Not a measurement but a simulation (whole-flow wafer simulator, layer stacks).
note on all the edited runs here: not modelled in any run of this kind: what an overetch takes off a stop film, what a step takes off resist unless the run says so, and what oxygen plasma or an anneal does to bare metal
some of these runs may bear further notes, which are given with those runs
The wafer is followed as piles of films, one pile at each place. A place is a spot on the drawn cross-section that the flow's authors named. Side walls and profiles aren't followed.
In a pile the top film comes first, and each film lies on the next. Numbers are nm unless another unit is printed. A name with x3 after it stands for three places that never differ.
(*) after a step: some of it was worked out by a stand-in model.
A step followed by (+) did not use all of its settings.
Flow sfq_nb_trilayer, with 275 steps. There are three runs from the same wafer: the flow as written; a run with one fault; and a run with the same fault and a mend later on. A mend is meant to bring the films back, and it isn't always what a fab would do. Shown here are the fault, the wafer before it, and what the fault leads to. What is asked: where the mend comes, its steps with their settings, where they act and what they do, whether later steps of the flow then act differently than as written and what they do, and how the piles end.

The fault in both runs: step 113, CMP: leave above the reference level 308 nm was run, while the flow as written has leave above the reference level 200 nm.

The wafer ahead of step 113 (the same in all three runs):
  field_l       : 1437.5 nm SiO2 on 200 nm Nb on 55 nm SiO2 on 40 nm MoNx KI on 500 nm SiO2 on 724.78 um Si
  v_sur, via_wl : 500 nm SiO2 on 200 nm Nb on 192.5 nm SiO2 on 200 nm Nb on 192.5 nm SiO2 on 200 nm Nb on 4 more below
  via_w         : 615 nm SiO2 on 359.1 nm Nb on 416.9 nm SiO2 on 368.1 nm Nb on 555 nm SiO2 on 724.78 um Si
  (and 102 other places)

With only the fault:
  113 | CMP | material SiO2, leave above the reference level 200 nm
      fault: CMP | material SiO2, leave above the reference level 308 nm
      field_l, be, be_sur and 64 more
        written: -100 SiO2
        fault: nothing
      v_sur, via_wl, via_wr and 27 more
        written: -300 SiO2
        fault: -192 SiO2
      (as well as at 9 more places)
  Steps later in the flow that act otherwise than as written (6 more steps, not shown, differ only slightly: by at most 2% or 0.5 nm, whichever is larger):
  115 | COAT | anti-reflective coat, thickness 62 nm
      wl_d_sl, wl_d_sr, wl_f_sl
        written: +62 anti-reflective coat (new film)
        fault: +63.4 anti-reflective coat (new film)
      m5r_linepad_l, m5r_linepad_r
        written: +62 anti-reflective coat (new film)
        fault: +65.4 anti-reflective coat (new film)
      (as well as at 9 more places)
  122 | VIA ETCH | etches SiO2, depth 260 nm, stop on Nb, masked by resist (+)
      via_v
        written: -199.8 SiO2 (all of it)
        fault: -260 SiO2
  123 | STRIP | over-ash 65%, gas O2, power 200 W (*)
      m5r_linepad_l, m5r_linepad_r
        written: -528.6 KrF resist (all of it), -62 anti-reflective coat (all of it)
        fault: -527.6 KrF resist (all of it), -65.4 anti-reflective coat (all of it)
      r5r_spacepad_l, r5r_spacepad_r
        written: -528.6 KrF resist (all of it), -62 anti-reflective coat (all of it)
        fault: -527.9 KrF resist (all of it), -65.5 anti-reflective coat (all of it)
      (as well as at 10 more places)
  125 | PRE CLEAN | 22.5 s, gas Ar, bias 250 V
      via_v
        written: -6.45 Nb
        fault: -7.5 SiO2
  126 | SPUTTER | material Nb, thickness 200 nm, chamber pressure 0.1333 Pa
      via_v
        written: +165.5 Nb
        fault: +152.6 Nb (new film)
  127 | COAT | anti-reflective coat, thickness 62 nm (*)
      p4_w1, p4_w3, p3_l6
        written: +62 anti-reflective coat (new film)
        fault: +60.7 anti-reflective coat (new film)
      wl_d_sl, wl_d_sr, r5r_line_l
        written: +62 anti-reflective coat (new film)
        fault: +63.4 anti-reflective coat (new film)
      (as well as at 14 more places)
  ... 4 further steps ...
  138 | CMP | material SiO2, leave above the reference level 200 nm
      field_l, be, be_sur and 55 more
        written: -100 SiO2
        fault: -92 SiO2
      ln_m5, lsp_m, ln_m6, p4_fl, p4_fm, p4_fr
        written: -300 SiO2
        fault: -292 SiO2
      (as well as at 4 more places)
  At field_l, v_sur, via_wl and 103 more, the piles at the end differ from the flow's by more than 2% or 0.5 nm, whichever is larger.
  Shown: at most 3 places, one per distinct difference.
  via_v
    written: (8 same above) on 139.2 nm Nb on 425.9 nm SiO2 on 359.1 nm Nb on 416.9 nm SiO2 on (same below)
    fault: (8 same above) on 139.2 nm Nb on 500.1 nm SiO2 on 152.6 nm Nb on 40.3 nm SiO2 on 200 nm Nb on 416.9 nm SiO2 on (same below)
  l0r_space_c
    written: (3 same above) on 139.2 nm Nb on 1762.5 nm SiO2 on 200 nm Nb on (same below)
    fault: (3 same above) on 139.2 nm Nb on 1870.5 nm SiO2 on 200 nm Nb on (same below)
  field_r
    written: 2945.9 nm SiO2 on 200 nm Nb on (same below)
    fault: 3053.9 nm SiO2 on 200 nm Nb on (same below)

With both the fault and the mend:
  The mend follows step 114.
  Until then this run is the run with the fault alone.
  114a | CMP | material SiO2, leave above the reference level 200 nm (the flow's step 113, run once more)
      field_l, be, be_sur and 64 more
        -100 SiO2
      v_sur, via_wl, via_w and 36 more
        -108 SiO2
  None of the later steps of the flow acts differently than as written at any place that is followed.
  At every place that both follow, the piles at the end match the flow's.
